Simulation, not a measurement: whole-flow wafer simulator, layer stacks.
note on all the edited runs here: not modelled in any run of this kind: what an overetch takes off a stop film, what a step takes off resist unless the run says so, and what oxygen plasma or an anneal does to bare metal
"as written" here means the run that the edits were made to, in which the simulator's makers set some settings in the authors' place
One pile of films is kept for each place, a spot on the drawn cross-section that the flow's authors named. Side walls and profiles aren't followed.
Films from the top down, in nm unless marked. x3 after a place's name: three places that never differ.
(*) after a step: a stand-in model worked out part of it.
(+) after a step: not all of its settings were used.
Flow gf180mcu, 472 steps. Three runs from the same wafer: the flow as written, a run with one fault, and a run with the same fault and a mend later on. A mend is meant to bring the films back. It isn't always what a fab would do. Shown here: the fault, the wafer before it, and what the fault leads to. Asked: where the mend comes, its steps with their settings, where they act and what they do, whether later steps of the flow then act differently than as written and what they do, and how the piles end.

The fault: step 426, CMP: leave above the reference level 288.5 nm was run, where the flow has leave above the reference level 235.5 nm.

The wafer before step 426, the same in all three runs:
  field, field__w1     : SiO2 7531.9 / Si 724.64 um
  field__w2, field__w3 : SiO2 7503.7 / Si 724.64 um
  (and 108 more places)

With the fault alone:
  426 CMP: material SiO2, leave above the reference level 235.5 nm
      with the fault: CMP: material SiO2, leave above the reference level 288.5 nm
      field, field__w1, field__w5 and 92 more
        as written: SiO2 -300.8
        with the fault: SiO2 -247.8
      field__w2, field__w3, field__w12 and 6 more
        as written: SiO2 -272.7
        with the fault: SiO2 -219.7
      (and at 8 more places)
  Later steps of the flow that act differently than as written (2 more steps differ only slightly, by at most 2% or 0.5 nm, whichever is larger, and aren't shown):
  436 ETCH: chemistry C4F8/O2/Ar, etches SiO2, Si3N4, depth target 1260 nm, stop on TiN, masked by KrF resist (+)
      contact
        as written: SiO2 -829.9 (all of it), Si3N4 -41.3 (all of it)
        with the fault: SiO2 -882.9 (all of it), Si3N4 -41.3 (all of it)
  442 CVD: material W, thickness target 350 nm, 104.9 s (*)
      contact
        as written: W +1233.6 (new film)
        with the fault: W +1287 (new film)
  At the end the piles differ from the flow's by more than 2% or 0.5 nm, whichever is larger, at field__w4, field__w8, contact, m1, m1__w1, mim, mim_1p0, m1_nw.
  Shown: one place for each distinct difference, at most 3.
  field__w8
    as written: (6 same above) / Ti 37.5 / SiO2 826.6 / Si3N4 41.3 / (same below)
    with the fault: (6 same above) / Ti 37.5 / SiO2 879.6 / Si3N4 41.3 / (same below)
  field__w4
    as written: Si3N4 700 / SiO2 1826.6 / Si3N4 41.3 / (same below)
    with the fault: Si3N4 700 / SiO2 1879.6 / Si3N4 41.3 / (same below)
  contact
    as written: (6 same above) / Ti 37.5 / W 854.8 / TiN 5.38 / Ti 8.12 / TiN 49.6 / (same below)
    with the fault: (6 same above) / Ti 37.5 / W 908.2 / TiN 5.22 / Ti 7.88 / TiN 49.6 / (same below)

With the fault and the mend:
  The mend comes after step 426.
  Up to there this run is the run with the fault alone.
  426a CMP: material SiO2, leave above the reference level 235.5 nm (the flow's step 426 once more)
      field, field__w1, field__w2 and 109 more
        SiO2 -53
  No later step of the flow acts differently than as written at any place that is followed.
  At the end the piles are the same as the flow's at every place that both follow.
